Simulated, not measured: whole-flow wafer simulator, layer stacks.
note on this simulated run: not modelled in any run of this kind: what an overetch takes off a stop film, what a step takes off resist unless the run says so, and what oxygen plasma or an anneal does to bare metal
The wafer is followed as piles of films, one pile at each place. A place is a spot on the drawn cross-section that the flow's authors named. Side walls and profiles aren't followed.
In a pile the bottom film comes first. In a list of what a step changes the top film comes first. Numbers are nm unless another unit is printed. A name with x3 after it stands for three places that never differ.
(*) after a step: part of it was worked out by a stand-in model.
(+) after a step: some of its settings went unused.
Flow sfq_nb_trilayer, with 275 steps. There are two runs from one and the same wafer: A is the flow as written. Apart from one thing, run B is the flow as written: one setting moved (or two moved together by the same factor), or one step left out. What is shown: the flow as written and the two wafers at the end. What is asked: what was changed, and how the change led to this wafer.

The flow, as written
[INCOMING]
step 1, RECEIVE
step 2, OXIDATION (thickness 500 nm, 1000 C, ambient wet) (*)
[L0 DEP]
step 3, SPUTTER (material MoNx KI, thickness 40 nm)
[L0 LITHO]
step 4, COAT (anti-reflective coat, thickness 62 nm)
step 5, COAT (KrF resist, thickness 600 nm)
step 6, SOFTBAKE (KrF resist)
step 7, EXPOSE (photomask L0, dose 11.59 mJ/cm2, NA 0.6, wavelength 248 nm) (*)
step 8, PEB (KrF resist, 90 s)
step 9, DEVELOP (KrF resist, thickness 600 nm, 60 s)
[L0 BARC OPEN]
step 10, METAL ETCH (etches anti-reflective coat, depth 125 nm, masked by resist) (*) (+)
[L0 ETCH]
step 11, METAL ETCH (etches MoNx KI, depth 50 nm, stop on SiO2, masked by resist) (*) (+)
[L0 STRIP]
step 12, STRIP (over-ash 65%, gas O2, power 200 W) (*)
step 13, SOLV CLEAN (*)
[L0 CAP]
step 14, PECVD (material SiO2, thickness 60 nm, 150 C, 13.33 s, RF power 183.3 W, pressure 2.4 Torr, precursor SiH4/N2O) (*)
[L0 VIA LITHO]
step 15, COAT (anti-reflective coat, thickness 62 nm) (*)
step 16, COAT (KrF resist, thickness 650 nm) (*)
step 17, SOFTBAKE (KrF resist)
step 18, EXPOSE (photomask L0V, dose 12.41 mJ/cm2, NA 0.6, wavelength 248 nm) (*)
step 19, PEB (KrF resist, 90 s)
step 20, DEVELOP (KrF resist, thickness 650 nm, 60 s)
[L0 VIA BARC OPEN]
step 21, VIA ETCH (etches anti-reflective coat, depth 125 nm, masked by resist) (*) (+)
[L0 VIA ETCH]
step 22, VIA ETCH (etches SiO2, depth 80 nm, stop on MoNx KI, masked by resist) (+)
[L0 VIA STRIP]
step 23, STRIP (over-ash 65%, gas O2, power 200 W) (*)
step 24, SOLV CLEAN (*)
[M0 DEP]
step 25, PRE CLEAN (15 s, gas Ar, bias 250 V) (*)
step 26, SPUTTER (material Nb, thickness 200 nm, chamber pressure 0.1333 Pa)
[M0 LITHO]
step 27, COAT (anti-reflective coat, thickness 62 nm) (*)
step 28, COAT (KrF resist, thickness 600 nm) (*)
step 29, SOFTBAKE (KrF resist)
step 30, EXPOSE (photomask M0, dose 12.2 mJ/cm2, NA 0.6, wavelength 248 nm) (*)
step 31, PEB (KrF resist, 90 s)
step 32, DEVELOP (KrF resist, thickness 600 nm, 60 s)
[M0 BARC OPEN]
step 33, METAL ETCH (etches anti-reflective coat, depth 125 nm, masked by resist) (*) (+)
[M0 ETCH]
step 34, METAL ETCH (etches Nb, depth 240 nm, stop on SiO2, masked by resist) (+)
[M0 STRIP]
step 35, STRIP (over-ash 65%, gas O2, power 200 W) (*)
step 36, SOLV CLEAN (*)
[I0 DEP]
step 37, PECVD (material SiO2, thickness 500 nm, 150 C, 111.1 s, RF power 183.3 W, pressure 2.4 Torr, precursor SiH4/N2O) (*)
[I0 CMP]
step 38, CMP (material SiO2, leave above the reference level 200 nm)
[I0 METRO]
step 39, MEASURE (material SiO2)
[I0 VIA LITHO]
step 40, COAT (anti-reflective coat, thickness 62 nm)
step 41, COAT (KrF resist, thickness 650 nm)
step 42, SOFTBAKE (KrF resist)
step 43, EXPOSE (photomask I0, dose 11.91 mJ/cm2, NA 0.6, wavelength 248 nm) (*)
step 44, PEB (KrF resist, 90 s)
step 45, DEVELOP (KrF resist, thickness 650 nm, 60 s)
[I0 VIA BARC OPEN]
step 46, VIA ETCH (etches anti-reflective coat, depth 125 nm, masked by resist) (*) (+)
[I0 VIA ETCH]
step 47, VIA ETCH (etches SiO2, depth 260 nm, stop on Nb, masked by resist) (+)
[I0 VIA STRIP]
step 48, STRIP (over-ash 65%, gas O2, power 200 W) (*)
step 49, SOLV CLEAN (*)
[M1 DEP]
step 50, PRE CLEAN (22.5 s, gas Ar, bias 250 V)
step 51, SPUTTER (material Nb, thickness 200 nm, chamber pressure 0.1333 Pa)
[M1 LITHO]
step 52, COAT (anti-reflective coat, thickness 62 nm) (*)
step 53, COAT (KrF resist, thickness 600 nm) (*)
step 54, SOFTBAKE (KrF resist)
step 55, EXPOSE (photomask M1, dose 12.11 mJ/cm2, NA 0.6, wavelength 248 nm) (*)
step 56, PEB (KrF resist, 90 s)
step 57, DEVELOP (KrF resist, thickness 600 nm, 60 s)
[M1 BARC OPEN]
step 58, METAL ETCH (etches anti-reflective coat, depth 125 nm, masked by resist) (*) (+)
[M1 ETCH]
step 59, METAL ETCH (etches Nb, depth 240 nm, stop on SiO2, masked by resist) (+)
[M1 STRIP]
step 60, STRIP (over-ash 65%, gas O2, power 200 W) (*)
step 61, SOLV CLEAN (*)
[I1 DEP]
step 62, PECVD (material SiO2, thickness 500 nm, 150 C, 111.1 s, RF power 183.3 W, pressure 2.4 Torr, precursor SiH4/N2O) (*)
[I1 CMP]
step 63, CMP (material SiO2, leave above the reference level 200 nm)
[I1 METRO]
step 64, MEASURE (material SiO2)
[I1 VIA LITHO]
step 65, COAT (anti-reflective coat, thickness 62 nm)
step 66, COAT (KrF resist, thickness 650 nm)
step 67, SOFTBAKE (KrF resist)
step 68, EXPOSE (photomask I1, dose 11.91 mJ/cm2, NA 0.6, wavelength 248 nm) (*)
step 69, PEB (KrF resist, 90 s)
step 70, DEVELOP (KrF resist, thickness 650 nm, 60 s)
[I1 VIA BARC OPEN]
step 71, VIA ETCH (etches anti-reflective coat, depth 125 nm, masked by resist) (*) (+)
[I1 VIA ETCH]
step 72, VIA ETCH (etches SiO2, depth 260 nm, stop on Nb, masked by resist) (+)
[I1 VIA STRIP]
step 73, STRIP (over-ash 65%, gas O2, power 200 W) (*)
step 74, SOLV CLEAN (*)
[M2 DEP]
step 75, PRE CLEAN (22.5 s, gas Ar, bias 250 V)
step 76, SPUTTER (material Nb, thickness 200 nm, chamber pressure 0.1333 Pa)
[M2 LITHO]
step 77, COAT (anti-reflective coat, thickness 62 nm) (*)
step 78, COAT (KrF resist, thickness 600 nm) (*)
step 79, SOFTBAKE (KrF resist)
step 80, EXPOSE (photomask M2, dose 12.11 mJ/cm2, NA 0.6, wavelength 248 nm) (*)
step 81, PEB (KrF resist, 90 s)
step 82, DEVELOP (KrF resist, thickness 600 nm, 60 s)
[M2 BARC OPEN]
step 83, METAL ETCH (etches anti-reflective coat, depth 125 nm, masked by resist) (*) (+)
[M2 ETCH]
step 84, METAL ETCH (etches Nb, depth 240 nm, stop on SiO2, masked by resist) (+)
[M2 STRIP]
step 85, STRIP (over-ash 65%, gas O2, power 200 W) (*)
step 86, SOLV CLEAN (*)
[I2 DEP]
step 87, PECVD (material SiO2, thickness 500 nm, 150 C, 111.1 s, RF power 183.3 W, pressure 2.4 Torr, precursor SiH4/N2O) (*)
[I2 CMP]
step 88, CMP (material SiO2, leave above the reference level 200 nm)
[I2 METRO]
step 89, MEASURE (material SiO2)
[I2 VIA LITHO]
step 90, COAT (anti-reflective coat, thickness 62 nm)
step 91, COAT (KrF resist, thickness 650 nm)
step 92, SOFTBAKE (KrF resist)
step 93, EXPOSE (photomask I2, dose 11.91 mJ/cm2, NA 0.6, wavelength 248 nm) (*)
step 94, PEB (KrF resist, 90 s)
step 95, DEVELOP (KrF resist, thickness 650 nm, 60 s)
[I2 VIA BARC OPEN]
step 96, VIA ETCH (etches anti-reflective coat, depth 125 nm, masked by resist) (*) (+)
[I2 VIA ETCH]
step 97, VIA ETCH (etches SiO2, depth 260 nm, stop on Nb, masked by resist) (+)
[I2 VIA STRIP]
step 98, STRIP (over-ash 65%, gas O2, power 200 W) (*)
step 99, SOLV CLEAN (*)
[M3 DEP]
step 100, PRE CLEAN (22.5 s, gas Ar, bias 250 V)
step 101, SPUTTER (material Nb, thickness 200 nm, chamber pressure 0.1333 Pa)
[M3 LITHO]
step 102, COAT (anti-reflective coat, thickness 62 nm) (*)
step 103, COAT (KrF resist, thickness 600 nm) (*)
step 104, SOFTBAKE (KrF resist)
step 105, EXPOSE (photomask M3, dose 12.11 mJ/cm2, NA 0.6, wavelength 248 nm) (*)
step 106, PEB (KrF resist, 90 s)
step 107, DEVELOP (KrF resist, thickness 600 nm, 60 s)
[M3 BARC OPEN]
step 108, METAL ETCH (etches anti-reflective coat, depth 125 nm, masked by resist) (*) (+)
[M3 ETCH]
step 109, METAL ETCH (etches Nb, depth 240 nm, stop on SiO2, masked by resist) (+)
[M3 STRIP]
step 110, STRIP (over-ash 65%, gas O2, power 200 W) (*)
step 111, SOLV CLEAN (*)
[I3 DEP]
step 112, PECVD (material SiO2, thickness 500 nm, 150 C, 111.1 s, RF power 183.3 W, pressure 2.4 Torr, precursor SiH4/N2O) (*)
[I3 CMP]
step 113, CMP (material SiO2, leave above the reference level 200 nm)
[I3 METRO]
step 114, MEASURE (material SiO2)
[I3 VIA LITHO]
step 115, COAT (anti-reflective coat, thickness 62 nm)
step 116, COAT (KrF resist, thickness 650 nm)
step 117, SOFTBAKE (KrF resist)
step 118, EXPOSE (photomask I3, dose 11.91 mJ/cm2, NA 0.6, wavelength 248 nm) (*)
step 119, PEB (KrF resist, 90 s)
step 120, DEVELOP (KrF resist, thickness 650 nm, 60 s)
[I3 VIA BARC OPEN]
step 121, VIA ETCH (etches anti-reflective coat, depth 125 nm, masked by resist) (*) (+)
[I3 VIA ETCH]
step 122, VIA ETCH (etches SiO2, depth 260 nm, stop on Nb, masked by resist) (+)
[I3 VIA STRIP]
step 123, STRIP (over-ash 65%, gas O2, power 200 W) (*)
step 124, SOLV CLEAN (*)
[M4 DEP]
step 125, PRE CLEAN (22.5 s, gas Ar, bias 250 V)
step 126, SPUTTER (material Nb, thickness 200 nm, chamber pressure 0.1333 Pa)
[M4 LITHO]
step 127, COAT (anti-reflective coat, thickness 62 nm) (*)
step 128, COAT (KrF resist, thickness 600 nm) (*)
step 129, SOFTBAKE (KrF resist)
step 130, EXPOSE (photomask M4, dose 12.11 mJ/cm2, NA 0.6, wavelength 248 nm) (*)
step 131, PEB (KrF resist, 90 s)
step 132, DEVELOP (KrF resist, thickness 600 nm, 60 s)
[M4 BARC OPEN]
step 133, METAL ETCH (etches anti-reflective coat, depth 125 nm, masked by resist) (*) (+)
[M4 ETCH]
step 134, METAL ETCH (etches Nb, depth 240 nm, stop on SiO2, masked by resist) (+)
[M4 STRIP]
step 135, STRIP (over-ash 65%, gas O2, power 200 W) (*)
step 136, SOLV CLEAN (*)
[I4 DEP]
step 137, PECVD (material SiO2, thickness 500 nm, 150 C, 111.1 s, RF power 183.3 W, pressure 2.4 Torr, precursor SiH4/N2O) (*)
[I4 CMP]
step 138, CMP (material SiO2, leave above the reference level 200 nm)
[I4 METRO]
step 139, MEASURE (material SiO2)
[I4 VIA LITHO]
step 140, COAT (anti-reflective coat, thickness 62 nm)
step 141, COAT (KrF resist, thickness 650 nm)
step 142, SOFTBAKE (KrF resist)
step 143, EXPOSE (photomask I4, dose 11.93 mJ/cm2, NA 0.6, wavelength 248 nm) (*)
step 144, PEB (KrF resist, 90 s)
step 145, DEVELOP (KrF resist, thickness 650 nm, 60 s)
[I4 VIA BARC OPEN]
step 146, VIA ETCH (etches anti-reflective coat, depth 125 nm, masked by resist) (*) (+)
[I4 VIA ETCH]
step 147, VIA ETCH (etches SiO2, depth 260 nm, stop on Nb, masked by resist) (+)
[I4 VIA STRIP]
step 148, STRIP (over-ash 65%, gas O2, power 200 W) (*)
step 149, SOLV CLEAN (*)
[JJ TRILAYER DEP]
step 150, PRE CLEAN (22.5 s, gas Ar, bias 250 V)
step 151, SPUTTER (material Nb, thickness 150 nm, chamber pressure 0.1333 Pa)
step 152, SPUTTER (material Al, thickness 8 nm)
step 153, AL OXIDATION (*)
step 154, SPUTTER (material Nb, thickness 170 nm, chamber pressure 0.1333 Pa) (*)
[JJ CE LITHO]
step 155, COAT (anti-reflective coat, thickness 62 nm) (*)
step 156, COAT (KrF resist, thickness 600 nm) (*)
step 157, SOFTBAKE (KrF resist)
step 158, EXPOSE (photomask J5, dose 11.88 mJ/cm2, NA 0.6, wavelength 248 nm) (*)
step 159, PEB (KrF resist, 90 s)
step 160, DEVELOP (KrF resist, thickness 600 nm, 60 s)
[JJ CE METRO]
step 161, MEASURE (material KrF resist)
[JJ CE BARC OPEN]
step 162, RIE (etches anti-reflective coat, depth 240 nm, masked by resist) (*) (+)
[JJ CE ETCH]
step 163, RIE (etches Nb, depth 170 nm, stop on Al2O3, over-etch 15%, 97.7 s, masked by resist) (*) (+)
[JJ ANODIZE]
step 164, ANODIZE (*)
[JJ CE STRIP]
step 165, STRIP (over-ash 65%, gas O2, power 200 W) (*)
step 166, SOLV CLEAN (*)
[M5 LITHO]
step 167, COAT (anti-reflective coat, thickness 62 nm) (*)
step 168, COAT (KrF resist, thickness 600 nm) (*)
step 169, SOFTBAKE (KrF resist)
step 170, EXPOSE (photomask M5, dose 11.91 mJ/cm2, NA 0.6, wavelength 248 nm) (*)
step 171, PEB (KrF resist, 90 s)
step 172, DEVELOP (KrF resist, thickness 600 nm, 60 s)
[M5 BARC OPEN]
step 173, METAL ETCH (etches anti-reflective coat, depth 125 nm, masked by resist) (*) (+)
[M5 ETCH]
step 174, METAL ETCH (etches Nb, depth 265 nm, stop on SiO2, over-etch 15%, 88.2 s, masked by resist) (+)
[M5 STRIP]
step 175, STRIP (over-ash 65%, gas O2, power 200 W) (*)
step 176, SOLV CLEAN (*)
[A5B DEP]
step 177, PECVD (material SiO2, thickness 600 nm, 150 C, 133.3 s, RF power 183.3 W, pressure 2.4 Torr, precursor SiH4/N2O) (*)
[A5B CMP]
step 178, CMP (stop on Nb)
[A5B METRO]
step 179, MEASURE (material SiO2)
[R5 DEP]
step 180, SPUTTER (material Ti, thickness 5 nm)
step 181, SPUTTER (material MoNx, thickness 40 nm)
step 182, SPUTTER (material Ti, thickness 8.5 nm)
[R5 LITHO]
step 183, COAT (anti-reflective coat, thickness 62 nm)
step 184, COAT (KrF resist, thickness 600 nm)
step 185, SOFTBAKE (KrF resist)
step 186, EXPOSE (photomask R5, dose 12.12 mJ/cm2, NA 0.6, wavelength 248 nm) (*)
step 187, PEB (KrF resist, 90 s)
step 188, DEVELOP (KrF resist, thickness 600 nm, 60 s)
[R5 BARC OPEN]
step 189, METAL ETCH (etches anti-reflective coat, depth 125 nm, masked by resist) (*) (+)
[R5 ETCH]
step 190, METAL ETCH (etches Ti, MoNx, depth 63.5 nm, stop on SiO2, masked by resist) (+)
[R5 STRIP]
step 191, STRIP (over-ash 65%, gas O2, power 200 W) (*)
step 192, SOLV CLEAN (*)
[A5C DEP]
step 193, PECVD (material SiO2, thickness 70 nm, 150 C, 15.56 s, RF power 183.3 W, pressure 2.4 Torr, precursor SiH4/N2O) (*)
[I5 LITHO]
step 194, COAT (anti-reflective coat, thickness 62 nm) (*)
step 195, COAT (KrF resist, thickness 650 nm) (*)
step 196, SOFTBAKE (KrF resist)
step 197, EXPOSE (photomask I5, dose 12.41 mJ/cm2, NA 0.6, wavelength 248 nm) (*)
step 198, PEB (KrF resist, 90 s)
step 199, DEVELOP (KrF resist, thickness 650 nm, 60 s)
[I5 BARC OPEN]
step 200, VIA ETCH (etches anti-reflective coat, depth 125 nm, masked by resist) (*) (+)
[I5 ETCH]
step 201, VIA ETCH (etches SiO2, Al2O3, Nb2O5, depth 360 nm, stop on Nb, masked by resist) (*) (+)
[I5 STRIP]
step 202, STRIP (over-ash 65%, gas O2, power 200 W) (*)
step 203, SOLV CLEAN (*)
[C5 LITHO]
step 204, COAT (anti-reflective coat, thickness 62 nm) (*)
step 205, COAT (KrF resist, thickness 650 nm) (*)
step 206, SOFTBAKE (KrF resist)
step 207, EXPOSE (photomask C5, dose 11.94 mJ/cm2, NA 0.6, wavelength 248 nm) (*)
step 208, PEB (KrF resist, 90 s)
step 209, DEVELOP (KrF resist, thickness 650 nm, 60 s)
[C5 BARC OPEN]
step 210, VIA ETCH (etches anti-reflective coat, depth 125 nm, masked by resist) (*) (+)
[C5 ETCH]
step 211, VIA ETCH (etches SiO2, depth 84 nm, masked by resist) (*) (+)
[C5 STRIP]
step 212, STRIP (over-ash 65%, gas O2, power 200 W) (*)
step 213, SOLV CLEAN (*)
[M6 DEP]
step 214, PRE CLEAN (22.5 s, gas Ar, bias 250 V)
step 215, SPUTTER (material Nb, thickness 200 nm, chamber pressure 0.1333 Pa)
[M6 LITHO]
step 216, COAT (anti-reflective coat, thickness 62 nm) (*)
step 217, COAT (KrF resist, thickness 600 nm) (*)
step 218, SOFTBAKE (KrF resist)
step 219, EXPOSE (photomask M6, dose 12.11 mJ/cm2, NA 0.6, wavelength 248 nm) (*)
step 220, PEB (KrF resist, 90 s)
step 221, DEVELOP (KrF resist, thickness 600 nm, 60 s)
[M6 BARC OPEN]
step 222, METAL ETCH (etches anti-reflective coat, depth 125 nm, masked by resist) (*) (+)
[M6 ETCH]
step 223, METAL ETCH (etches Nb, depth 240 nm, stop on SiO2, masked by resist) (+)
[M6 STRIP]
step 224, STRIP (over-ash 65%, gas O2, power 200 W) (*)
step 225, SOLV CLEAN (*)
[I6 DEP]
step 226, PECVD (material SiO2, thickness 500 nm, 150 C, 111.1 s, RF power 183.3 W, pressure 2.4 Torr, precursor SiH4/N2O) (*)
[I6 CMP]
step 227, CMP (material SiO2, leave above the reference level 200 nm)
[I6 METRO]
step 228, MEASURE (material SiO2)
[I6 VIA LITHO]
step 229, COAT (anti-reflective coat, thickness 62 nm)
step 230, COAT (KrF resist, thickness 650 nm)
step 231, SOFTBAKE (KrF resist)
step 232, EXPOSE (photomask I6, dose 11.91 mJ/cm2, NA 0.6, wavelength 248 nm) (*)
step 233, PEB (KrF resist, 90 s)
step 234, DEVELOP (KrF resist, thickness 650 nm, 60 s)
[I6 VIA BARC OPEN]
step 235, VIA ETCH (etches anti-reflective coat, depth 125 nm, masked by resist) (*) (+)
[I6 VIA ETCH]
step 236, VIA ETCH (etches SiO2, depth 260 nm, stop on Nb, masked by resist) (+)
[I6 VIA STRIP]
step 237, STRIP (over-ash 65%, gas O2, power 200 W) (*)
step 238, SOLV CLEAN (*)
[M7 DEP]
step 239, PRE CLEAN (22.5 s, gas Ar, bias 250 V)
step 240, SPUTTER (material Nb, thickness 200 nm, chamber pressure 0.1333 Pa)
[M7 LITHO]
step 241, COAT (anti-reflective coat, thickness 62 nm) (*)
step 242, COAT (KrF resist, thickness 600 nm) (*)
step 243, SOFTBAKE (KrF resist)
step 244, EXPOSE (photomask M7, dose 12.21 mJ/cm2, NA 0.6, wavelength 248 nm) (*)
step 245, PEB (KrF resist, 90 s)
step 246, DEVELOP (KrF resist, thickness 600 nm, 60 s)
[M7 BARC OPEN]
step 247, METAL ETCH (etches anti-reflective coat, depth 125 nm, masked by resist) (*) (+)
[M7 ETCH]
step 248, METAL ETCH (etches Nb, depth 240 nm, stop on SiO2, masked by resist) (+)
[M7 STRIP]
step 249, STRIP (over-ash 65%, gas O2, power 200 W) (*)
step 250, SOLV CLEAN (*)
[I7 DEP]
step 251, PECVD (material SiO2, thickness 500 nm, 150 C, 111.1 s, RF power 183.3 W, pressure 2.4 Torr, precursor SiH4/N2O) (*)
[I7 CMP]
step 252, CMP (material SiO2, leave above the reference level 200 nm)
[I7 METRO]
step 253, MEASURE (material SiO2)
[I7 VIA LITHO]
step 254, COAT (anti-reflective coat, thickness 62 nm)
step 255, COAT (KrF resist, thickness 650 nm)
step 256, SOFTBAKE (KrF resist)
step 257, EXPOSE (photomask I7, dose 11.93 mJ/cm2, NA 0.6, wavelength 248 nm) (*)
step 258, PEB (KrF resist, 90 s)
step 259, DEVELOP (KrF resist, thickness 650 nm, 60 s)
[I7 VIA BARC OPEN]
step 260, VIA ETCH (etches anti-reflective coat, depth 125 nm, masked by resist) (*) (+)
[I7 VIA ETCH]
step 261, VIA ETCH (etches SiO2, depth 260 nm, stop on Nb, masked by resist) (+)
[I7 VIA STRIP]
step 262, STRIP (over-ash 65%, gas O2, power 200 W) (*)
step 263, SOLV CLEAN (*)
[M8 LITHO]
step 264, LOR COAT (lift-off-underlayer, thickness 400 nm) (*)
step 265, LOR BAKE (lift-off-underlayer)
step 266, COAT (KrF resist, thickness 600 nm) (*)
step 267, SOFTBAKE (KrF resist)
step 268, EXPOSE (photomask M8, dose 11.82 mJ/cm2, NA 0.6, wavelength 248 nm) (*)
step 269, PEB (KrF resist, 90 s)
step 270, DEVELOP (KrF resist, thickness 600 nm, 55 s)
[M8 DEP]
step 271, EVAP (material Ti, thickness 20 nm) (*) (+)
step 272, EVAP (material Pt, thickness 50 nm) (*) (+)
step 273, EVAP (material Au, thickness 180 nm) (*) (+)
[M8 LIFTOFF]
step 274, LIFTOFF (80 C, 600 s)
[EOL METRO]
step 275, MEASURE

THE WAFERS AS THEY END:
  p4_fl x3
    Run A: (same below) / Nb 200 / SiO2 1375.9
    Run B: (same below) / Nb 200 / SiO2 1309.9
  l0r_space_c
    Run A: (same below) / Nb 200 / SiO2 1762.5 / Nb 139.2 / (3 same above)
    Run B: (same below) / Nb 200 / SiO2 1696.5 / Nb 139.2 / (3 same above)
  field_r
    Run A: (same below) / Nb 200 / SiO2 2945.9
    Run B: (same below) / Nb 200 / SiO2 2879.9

Cause: step 138, CMP: leave above the reference level 134 nm was run, while the flow as written has leave above the reference level 200 nm.

Step by step, how the change led to this:
  step 138, CMP (material SiO2, leave above the reference level 200 nm)
      field_l, be, be_sur and 55 more: A SiO2 loses 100 | B SiO2 loses 166
      v_sur, via_wl, via_w and 35 more: A SiO2 loses 300 | B SiO2 loses 366
      (also at 10 further places)
  step 147, VIA ETCH (etches SiO2, depth 260 nm, stop on Nb, masked by resist) (+)
      field_l, v_sur, via_sp and 100 more: A KrF resist loses 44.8 | B KrF resist loses 34.6
      via_wl, via_w, via_wr: A SiO2 loses 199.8 (all of it) | B SiO2 loses 133.8 (all of it)
  step 151, SPUTTER (material Nb, thickness 150 nm, chamber pressure 0.1333 Pa)
      via_wl, via_w, via_wr: A Nb gains 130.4 | B Nb gains 138.1
  step 152, SPUTTER (material Al, thickness 8 nm)
      via_wl, via_wr: A Al gains 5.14 (new film) | B Al gains 5.94 (new film)
      via_w: A Al gains 7.12 (new film) | B Al gains 7.76 (new film)
  step 154, SPUTTER (material Nb, thickness 170 nm, chamber pressure 0.1333 Pa) (*)
      via_wl, via_wr: A Nb gains 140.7 (new film) | B Nb gains 121.7 (new film)
      via_w: A Nb gains 141 (new film) | B Nb gains 165 (new film)
  step 155, COAT (anti-reflective coat, thickness 62 nm) (*)
      via_wl, via_wr: A anti-reflective coat gains 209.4 (new film) | B anti-reflective coat gains 193.5 (new film)
      v_sur: A anti-reflective coat gains 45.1 (new film) | B anti-reflective coat gains 48.2 (new film)
      (also at 2 further places)
  step 156, COAT (KrF resist, thickness 600 nm) (*)
      via_wl: A KrF resist gains 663 (new film) | B KrF resist gains 639.7 (new film)
      via_w: A KrF resist gains 763.8 (new film) | B KrF resist gains 690.5 (new film)
      (also at 1 further place)
  step 160, DEVELOP (KrF resist, thickness 600 nm, 60 s)
      via_wl: A KrF resist loses 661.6 (all of it) | B KrF resist loses 638.3 (all of it)
      via_w: A KrF resist loses 762.1 (all of it) | B KrF resist loses 689 (all of it)
      (also at 1 further place)
  step 162, RIE (etches anti-reflective coat, depth 240 nm, masked by resist) (*) (+)
      ce_l, c5j, ce_r, wl_jj: A KrF resist loses 209.4 | B KrF resist loses 193.5
      via_wl, via_wr: A anti-reflective coat loses 209.4 (all of it) | B anti-reflective coat loses 193.5 (all of it)
      (also at 3 further places)
  step 163, RIE (etches Nb, depth 170 nm, stop on Al2O3, over-etch 15%, 97.7 s, masked by resist) (*) (+)
      via_w: A Nb loses 141 (all of it), Al2O3 loses 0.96 (all of it) | B Nb loses 165 (all of it), Al2O3 loses 0.61
      via_wl, via_wr: A Nb loses 140.7 (all of it), Al2O3 loses 0.96 (all of it) | B Nb loses 121.7 (all of it), Al2O3 loses 0.96 (all of it)
  step 164, ANODIZE (*)
      via_w: A Al2O3 gains 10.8 (new film), Nb2O5 gains 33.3 (new film), Al loses 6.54 (all of it), Nb loses 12 | B Al2O3 gains 11.8, Nb2O5 gains 30.8 (new film), Al loses 7.18 (all of it), Nb loses 11.1
      via_wl, via_wr: A Al2O3 gains 7.52 (new film), Nb2O5 gains 39.2 (new film), Al loses 4.56 (all of it), Nb loses 14.1 | B Al2O3 gains 8.85 (new film), Nb2O5 gains 36.8 (new film), Al loses 5.36 (all of it), Nb loses 13.2
  step 165, STRIP (over-ash 65%, gas O2, power 200 W) (*)
      c5j, ce_r: A KrF resist loses 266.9 (all of it), anti-reflective coat loses 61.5 (all of it) | B KrF resist loses 283.3 (all of it), anti-reflective coat loses 61.7 (all of it)
      ce_l: A KrF resist loses 266.8 (all of it), anti-reflective coat loses 61.4 (all of it) | B KrF resist loses 283.2 (all of it), anti-reflective coat loses 61.7 (all of it)
      (also at 1 further place)
  step 167, COAT (anti-reflective coat, thickness 62 nm) (*)
      via_wl: A anti-reflective coat gains 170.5 (new film) | B anti-reflective coat gains 118.6 (new film)
      via_w: A anti-reflective coat gains 84.1 (new film) | B anti-reflective coat gains 74.8 (new film)
      (also at 2 further places)
  step 168, COAT (KrF resist, thickness 600 nm) (*)
      via_w: A KrF resist gains 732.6 (new film) | B KrF resist gains 687.6 (new film)
  step 175, STRIP (over-ash 65%, gas O2, power 200 W) (*)
      v_sur: A KrF resist loses 349.2 (all of it), anti-reflective coat loses 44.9 (all of it) | B KrF resist loses 360.3 (all of it), anti-reflective coat loses 44.8 (all of it)
      via_wl: A KrF resist loses 427 (all of it), anti-reflective coat loses 170.5 (all of it) | B KrF resist loses 421.1 (all of it), anti-reflective coat loses 118.6 (all of it)
      (also at 3 further places)
  step 178, CMP (stop on Nb)
      via_wl, via_wr: A SiO2 loses 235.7 | B SiO2 loses 309.2
      via_w: A SiO2 loses 235.2 | B SiO2 loses 308.7
